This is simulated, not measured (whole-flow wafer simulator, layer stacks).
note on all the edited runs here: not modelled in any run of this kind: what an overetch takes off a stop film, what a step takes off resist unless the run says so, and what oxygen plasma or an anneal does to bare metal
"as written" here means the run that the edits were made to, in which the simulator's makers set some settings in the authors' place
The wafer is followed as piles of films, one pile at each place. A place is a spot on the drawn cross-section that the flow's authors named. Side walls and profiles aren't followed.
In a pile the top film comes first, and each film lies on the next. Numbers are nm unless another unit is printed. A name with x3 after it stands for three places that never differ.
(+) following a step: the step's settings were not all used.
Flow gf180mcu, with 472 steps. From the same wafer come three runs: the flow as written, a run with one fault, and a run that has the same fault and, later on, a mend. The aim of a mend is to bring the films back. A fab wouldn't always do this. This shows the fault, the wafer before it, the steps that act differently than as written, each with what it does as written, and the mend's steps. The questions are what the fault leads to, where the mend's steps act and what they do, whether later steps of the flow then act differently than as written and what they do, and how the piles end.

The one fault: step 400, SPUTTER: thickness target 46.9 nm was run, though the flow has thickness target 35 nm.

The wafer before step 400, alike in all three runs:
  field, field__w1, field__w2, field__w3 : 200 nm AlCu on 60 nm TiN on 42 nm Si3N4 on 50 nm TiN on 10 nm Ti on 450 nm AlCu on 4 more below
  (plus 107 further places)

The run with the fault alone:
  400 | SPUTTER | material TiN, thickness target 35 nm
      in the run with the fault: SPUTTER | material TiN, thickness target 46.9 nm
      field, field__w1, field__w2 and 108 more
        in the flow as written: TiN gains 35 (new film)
        in the run with the fault: TiN gains 46.9 (new film)
  Steps further on in the flow that do not act as written (8 more steps, not shown, differ only slightly: by at most 2% or 0.5 nm, whichever is larger):
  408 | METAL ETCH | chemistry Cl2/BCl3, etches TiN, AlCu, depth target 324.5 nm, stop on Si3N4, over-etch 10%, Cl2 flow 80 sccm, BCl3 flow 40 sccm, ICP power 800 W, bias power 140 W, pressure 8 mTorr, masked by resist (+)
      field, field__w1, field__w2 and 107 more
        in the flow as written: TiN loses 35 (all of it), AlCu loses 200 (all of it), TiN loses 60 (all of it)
        in the run with the fault: TiN loses 46.9 (all of it), AlCu loses 200 (all of it), TiN loses 60 (all of it)
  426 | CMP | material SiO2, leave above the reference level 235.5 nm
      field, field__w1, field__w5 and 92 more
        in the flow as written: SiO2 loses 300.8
        in the run with the fault: SiO2 loses 288.9
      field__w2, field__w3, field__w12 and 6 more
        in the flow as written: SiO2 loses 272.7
        in the run with the fault: SiO2 loses 260.8
  The piles end different from the flow's at mim by more than 2% or 0.5 nm, whichever is larger.
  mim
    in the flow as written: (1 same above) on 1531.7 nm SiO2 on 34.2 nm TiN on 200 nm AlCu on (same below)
    in the run with the fault: (1 same above) on 1531.7 nm SiO2 on 46.1 nm TiN on 200 nm AlCu on (same below)

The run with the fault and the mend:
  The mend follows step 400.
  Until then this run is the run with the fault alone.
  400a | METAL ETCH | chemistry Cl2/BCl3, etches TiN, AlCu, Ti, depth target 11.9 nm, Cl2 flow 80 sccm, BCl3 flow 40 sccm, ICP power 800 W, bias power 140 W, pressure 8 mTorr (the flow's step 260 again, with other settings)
      field, field__w1, field__w2 and 108 more
        TiN loses 11.9
  Later steps of the flow that are run all act as written at every place that is followed.
  At every place that both follow, the piles at the end match the flow's.
